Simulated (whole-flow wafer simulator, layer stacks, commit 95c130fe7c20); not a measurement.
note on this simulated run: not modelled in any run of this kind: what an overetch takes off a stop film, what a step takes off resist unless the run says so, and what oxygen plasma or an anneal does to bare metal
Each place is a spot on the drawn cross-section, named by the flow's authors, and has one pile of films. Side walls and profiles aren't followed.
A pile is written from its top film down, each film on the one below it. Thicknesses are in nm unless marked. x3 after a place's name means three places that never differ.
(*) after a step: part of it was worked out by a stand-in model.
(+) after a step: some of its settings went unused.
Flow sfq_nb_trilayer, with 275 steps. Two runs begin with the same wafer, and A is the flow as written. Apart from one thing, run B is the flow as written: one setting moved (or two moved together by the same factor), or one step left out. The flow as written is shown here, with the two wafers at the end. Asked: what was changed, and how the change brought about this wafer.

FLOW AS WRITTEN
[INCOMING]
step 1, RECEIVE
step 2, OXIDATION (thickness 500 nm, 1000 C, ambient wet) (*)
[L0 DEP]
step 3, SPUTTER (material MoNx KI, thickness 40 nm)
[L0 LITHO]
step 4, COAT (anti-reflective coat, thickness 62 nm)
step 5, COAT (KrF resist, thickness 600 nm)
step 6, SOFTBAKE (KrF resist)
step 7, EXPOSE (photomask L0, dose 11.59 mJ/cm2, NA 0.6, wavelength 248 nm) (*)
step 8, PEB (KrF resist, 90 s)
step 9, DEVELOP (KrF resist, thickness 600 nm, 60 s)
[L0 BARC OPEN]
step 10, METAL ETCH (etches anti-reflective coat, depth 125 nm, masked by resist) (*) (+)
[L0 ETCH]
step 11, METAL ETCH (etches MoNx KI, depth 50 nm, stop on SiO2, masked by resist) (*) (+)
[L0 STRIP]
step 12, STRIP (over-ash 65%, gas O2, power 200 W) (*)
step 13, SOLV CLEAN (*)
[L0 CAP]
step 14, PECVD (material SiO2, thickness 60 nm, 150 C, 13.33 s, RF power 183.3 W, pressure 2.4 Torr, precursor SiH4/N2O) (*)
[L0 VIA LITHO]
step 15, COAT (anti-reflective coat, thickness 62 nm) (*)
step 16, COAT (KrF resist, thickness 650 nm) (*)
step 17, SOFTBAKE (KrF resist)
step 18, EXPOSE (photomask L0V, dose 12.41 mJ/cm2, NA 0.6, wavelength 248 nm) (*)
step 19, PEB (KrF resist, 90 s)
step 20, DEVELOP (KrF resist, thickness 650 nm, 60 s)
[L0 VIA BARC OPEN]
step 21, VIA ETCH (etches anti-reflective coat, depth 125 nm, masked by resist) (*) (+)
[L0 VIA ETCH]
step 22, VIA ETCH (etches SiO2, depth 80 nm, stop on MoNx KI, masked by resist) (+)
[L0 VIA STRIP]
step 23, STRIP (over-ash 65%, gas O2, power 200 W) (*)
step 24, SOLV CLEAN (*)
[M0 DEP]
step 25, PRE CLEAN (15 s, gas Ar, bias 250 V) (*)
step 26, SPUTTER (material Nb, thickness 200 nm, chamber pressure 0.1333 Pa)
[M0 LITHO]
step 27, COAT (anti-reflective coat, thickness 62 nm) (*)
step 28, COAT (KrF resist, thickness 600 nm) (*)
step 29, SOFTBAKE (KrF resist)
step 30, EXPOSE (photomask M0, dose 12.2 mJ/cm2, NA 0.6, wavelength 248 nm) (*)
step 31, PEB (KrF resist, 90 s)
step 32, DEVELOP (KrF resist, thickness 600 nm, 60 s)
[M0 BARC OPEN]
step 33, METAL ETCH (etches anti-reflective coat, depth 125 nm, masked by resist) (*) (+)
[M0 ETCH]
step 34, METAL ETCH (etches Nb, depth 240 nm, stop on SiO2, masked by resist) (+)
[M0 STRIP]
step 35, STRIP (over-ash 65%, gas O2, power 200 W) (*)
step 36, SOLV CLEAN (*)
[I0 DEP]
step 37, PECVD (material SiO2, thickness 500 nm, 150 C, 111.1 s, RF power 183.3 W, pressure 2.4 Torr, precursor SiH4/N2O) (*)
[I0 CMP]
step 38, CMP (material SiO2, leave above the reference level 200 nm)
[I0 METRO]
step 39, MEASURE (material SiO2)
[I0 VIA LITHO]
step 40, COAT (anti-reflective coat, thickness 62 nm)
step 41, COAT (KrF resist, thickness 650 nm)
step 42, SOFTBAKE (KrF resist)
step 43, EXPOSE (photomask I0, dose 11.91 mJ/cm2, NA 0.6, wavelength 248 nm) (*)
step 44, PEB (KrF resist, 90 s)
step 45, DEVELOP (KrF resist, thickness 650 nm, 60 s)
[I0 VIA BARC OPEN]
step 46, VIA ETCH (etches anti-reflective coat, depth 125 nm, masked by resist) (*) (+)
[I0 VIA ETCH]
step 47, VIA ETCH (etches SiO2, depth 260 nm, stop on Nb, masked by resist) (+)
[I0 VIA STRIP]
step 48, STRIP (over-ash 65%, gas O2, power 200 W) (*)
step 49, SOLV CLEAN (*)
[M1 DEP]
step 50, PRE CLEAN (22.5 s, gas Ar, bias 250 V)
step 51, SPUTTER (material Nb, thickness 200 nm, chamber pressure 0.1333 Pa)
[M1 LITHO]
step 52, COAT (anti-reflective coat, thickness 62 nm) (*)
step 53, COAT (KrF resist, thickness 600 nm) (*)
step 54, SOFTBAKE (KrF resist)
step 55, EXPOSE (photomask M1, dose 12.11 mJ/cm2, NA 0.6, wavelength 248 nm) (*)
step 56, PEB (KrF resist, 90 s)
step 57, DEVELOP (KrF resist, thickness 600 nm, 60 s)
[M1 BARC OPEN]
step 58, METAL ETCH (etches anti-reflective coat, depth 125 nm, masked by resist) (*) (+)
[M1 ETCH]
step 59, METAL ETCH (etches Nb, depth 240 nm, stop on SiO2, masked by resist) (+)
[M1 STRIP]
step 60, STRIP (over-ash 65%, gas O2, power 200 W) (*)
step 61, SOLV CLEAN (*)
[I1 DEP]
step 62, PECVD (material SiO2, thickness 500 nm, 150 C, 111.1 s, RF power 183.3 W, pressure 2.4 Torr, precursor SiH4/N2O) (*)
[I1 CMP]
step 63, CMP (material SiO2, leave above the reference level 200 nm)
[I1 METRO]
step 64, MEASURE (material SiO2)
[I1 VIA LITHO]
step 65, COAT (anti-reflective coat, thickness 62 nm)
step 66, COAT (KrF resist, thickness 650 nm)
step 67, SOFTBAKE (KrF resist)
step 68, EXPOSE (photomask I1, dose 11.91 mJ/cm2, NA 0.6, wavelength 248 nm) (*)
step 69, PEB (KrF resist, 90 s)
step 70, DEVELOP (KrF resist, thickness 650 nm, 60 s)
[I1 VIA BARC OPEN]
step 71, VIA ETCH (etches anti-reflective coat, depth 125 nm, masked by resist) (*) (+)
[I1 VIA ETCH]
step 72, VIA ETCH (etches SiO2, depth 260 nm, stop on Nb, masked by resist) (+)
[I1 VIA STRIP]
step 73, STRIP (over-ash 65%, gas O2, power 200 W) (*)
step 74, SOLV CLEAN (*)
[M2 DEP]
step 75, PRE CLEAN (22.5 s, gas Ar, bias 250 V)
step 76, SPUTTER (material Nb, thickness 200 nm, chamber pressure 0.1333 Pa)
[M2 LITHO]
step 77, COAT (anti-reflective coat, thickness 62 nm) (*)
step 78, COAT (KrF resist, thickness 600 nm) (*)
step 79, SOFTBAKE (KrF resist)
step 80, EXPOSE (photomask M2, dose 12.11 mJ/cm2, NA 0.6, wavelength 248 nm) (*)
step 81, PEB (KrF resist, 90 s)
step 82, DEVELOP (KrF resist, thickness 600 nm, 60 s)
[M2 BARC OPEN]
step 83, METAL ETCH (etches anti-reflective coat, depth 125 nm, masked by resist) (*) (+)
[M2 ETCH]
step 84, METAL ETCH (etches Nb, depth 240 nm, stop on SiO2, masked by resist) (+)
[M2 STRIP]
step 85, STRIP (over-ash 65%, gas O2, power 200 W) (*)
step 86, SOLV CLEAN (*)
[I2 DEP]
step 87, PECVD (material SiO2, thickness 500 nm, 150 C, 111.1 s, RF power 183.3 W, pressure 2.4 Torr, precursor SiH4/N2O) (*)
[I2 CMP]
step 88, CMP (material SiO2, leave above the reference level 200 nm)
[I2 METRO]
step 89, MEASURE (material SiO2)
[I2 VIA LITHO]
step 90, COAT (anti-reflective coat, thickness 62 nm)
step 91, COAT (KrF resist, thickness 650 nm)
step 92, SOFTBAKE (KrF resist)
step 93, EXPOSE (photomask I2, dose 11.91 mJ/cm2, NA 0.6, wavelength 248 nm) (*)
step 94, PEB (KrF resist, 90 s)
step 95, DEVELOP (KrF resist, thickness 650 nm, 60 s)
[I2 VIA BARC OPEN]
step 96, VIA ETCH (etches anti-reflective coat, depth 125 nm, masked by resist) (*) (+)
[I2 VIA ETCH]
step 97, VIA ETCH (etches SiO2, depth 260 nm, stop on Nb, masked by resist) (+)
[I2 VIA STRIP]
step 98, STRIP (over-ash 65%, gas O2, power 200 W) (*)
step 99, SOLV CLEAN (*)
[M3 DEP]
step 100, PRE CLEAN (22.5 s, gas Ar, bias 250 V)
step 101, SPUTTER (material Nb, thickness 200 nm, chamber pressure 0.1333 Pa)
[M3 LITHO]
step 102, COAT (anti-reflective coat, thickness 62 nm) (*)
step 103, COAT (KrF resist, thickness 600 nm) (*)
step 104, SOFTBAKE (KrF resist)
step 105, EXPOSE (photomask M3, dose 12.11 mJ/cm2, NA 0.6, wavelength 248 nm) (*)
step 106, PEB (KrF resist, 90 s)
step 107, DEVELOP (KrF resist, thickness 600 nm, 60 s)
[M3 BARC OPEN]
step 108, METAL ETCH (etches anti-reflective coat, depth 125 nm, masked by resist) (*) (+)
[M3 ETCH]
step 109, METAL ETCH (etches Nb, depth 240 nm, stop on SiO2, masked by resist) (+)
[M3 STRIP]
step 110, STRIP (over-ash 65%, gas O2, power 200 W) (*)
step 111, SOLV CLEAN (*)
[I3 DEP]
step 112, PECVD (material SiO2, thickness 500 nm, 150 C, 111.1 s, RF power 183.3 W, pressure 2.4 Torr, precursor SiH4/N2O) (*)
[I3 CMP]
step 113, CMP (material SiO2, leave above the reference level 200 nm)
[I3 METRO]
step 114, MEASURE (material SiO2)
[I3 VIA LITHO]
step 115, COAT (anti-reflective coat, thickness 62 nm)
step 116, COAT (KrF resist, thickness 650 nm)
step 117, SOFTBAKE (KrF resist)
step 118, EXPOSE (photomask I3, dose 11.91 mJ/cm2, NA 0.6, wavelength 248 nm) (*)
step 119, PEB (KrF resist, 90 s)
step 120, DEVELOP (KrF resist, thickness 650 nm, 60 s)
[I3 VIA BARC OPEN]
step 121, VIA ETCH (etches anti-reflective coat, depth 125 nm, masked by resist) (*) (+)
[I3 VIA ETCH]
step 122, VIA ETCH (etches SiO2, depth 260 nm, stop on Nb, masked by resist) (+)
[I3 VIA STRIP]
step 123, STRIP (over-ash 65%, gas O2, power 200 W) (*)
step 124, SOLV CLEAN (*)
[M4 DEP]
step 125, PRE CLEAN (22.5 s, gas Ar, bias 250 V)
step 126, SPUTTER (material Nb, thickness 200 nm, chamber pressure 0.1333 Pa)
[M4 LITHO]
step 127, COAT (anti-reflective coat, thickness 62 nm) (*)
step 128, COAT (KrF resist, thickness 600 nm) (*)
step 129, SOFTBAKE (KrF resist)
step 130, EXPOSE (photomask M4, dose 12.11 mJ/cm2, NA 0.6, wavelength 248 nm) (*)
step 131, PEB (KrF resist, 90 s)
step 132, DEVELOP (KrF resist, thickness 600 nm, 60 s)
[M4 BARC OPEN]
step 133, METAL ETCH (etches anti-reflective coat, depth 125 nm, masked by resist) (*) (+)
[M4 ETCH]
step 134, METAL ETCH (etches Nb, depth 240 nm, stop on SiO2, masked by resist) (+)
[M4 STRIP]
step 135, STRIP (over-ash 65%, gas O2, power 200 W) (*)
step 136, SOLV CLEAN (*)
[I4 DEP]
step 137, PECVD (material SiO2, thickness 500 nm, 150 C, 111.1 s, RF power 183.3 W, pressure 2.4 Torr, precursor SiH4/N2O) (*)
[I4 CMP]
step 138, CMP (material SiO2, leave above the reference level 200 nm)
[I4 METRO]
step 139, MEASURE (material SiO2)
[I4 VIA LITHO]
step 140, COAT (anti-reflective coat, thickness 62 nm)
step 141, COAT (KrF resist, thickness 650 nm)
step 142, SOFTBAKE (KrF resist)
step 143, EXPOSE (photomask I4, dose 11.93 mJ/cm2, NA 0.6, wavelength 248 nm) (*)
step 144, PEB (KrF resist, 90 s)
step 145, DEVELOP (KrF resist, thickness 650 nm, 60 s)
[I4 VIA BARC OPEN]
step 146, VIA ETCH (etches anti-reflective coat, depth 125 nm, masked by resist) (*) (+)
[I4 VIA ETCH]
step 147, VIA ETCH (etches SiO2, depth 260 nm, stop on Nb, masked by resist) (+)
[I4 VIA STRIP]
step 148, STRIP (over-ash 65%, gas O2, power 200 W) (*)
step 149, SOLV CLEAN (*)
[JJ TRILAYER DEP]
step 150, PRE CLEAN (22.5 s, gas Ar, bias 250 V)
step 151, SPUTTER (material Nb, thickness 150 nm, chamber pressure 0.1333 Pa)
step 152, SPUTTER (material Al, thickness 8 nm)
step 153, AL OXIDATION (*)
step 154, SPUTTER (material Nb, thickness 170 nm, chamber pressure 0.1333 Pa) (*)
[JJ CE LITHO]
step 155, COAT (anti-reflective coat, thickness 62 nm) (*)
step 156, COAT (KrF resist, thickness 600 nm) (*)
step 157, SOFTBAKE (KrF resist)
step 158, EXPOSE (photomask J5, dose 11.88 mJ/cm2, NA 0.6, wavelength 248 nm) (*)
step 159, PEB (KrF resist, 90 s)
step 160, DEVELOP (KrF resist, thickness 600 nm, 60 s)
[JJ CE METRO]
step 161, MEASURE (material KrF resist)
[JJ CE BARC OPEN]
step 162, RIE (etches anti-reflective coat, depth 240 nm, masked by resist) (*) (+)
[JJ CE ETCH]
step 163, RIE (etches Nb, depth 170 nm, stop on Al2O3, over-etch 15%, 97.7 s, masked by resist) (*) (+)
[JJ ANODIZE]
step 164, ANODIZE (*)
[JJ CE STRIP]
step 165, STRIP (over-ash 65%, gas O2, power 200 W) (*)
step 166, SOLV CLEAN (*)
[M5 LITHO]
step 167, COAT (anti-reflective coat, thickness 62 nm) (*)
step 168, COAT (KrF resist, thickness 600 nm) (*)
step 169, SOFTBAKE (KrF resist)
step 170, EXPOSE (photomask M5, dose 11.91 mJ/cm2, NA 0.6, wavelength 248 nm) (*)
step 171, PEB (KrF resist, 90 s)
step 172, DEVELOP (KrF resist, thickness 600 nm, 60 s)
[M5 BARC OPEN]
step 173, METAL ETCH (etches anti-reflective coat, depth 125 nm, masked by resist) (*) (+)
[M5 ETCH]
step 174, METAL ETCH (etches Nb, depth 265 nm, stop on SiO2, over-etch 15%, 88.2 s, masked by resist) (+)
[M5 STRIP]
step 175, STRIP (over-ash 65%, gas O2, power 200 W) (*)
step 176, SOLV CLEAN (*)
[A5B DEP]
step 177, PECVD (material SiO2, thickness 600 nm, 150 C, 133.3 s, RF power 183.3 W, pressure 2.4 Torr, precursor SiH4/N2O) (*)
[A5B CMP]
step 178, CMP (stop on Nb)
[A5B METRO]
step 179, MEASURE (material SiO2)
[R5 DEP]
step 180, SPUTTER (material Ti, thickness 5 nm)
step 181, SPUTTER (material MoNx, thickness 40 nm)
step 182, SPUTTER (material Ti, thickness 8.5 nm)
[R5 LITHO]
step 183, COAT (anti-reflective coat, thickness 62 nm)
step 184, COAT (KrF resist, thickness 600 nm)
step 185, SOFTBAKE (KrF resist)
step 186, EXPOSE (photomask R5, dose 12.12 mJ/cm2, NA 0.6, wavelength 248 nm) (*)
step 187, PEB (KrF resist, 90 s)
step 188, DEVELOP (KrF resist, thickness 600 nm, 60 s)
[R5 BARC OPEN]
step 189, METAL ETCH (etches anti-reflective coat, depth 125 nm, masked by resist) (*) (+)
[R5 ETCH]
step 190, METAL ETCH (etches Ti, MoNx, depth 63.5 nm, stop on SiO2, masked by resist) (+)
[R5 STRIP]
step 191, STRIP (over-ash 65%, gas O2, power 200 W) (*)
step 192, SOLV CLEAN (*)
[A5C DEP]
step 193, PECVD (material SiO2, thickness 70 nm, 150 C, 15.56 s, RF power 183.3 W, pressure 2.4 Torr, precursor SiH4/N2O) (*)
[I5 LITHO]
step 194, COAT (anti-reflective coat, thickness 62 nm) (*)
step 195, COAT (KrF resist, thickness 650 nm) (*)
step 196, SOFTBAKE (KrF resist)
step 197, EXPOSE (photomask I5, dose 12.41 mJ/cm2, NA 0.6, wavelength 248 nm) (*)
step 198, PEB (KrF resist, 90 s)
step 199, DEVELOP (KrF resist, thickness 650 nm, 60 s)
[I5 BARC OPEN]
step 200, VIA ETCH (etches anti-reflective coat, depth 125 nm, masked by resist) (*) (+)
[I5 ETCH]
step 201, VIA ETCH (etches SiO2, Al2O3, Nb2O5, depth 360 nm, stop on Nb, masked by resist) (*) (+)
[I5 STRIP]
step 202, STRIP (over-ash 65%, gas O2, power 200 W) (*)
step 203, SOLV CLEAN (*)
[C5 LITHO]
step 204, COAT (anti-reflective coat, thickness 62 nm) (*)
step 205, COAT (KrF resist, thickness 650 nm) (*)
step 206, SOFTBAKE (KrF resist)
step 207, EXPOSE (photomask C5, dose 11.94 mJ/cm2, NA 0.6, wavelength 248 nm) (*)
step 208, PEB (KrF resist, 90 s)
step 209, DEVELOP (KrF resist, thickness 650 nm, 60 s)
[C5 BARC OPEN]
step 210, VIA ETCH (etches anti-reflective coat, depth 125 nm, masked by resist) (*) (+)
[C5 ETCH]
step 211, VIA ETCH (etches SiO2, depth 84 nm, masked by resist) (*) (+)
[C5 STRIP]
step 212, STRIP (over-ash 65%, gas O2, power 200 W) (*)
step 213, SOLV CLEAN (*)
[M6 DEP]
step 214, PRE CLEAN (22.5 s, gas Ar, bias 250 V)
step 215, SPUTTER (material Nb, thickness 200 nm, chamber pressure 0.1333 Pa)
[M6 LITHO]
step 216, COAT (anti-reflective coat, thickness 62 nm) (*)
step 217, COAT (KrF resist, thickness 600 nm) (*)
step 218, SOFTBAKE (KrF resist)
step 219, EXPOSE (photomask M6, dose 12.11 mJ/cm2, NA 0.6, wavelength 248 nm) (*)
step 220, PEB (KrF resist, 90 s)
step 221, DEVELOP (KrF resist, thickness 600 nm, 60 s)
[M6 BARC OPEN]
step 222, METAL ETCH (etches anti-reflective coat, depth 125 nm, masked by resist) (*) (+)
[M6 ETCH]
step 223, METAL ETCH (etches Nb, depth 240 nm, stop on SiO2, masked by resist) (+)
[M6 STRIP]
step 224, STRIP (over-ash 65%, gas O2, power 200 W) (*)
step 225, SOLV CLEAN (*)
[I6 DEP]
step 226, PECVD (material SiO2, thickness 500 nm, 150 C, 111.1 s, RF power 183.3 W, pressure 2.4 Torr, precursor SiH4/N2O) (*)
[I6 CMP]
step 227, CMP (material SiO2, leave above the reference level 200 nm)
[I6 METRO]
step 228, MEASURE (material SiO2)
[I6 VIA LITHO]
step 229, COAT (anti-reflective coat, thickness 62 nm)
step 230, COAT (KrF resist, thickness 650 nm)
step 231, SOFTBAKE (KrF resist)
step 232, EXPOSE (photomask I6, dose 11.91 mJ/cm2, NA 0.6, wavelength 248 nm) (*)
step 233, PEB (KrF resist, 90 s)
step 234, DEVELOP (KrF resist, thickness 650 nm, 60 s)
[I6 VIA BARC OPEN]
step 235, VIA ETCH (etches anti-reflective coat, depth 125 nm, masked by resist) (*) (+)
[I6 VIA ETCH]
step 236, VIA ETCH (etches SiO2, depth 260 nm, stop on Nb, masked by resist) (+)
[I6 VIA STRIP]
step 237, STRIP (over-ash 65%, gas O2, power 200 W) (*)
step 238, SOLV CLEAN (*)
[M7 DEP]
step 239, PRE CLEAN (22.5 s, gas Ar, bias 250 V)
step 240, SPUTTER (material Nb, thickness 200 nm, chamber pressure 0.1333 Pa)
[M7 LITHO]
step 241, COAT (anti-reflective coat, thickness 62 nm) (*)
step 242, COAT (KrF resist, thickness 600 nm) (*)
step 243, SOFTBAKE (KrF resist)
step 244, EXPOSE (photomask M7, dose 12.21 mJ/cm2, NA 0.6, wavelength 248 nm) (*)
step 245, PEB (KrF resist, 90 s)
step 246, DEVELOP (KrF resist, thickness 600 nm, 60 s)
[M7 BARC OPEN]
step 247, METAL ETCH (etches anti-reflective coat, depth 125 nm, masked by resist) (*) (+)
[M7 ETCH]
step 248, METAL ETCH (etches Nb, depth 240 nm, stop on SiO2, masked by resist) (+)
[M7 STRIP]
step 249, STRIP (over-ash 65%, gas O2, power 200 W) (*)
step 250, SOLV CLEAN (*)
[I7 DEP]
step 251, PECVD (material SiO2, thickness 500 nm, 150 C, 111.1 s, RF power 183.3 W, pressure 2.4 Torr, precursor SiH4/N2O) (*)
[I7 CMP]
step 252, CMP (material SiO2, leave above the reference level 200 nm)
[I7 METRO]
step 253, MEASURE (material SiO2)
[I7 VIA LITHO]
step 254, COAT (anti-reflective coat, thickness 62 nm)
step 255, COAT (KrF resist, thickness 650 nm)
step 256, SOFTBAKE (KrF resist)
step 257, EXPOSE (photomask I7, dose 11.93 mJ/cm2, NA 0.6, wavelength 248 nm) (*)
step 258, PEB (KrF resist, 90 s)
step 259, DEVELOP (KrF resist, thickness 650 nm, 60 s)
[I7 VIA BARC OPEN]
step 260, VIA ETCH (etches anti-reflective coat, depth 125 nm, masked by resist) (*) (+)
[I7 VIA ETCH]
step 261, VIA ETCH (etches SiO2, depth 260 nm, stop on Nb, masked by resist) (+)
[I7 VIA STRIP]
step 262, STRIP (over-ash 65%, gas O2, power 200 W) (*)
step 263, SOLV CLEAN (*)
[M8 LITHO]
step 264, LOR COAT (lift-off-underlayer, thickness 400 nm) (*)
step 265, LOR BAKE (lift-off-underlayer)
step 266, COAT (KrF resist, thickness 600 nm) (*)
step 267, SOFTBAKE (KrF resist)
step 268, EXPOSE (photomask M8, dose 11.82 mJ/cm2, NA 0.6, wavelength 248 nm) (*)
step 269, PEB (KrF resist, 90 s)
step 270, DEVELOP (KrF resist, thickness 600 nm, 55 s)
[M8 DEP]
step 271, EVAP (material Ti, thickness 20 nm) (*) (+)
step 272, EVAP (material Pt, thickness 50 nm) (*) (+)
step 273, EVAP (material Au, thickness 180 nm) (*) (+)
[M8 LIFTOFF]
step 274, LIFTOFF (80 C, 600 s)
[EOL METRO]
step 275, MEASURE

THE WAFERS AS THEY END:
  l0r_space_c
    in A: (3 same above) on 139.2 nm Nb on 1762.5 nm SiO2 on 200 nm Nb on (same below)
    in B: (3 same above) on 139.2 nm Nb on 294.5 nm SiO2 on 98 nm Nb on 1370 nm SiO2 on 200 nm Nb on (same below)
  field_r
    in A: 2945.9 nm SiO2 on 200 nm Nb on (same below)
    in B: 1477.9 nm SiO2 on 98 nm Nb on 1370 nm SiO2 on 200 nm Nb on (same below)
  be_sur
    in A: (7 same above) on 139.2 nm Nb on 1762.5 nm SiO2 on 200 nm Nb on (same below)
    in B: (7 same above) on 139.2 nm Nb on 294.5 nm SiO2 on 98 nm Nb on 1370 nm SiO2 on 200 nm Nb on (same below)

The reason: step 134, METAL ETCH: depth 102 nm was run, though the flow has depth 240 nm.

The path from the change to this, step by step:
  step 134, METAL ETCH (etches Nb, depth 240 nm, stop on SiO2, masked by resist) (+)
      field_l, be, be_sur and 64 more: A Nb loses 200 (all of it) | B Nb loses 102
      v_sur, via_wl, via_w and 36 more: A KrF resist loses 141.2 | B KrF resist loses 60
  step 135, STRIP (over-ash 65%, gas O2, power 200 W) (*)
      p4_fl, p4_fm, p4_w1 and 26 more: A KrF resist loses 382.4 (all of it), anti-reflective coat loses 62 (all of it) | B KrF resist loses 463.6 (all of it), anti-reflective coat loses 62 (all of it)
      ln_m5, lsp_m, ln_m6: A KrF resist loses 381.9 (all of it), anti-reflective coat loses 61.8 (all of it) | B KrF resist loses 463.1 (all of it), anti-reflective coat loses 61.8 (all of it)
      (as well as at 7 more places)
  step 137, PECVD (material SiO2, thickness 500 nm, 150 C, 111.1 s, RF power 183.3 W, pressure 2.4 Torr, precursor SiH4/N2O) (*)
      field_l, be, be_sur and 55 more: A SiO2 gains 500 | B SiO2 gains 500 (new film)
      p3_s0, p3_s1, p3_s2, p3_s3, p3_s4, p3_s5: A SiO2 gains 557.1 | B SiO2 gains 500 (new film)
      (as well as at 3 more places)
  step 138, CMP (material SiO2, leave above the reference level 200 nm)
      field_l, be, be_sur and 55 more: A SiO2 loses 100 | B SiO2 loses 198
      p3_s0, p3_s1, p3_s2, p3_s3, p3_s4, p3_s5: A SiO2 loses 157.1 | B SiO2 loses 198
      (as well as at 3 more places)
With metal films that touch counted as one body, l0r_space_c has 3 bodies (between them, from the top down: SiO2 294.5; SiO2 1370); the flow as written gives 2 bodies (between them, from the top down: SiO2 1762.5).
With metal films that touch counted as one body, field_r has 2 bodies (between them, from the top down: SiO2 1370); the flow as written gives 1 body.
With metal films that touch counted as one body, be_sur has 5 bodies (between them, from the top down: SiO2 192.5; SiO2 209 / Al2O3 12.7 / Nb2O5 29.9; SiO2 294.5; SiO2 1370); the flow as written gives 4 bodies (between them, from the top down: SiO2 192.5; SiO2 209 / Al2O3 12.7 / Nb2O5 29.9; SiO2 1762.5).
